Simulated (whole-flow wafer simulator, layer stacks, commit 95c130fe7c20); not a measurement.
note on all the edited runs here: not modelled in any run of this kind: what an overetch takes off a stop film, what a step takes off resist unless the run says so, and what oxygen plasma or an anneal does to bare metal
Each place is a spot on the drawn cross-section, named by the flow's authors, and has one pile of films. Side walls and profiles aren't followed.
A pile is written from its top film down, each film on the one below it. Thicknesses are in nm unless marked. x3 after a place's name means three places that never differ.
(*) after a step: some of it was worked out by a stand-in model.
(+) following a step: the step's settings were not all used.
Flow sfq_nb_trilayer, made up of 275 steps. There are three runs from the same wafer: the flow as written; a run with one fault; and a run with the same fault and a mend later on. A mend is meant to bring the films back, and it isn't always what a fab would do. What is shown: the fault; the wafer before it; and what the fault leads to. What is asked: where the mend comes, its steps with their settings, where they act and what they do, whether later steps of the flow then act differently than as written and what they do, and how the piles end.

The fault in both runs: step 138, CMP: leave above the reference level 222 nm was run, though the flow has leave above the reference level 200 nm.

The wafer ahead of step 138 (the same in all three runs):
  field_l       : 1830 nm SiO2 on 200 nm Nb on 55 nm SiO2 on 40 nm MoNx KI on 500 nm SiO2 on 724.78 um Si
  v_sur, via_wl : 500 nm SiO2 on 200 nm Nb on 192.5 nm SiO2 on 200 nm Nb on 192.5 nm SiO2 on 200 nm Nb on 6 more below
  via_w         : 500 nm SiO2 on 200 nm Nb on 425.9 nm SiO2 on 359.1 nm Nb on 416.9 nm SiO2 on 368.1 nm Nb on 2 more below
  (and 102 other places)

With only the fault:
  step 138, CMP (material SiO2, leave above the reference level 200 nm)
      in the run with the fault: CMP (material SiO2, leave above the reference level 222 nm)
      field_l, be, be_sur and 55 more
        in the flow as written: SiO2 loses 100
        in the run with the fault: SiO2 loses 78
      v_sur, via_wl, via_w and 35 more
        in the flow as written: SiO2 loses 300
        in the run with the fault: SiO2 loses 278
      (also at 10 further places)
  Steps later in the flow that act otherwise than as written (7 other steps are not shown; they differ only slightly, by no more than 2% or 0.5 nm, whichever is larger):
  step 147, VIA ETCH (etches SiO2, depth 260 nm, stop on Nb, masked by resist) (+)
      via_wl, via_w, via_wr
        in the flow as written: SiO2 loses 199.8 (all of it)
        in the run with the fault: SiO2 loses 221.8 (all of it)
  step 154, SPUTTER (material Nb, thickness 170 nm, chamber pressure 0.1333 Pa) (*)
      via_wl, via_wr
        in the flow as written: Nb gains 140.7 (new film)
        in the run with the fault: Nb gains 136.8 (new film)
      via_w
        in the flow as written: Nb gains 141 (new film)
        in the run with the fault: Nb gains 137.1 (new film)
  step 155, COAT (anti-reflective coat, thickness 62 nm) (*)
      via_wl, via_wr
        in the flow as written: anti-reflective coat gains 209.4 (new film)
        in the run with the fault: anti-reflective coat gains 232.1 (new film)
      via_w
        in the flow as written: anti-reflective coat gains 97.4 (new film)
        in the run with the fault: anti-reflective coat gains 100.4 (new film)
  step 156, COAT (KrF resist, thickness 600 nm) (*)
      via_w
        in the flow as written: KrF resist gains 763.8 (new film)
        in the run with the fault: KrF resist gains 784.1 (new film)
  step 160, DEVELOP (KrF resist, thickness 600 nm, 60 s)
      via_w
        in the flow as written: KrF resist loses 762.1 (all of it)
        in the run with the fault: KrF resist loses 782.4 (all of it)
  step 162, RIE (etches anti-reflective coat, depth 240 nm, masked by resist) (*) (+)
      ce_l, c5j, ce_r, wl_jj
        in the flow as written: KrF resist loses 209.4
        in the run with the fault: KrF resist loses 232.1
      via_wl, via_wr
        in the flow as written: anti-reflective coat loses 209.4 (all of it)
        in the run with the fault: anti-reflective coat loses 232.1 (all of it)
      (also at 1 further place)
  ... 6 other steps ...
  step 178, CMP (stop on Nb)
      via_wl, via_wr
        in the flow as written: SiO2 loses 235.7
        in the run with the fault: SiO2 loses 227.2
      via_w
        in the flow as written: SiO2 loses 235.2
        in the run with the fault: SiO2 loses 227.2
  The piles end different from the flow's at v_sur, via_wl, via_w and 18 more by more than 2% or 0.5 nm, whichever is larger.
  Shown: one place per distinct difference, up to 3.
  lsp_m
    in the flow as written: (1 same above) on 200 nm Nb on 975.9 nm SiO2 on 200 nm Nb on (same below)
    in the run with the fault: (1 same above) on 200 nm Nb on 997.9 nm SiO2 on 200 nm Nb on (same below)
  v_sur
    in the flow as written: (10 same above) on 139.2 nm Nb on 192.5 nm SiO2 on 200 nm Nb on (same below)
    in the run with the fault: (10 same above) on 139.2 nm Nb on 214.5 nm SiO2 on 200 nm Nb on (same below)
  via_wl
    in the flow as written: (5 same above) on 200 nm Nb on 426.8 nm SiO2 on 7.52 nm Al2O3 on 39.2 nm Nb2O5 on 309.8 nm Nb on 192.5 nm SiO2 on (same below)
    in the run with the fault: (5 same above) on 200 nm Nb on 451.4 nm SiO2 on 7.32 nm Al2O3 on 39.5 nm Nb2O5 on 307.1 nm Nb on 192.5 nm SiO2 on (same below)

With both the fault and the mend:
  After step 145 comes the mend.
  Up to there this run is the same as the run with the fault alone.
  step 145a, STRIP (over-ash 65%, gas O2, power 200 W) (*)
      field_l, v_sur, via_sp and 100 more
        KrF resist loses 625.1 (all of it), anti-reflective coat loses 62 (all of it)
      via_wl, via_w, via_wr
        anti-reflective coat loses 62 (all of it)
  step 145b, CMP (material SiO2, leave above the reference level 200 nm) (the flow's step 138, run once more)
      field_l, v_sur, via_wl and 103 more
        SiO2 loses 22
  step 145c, COAT (anti-reflective coat, thickness 62 nm) (the flow's step 140, run once more)
      field_l, v_sur, via_wl and 103 more
        anti-reflective coat gains 62 (new film)
  step 145d, COAT (KrF resist, thickness 650 nm) (the flow's step 141, run once more)
      field_l, v_sur, via_wl and 103 more
        KrF resist gains 650 (new film)
  step 145e, SOFTBAKE (KrF resist) (the flow's step 142, run once more)
      leaves every film unchanged at each place that is followed
  step 145f, EXPOSE (photomask I4, dose 11.93 mJ/cm2, NA 0.6, wavelength 248 nm) (*) (the flow's step 143, run once more)
      leaves every film unchanged at each place that is followed
  step 145g, PEB (KrF resist, 90 s) (the flow's step 144, run once more)
      field_l, v_sur, via_wl and 103 more
        KrF resist loses 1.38
  step 145h, DEVELOP (KrF resist, thickness 650 nm, 60 s) (the flow's step 145, run once more)
      field_l, v_sur, via_sp and 100 more
        KrF resist loses 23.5
      via_wl, via_w, via_wr
        KrF resist loses 648.6 (all of it)
  None of the later steps of the flow acts differently than as written at any place that is followed.
  The piles end the same as the flow's at every place that both follow.
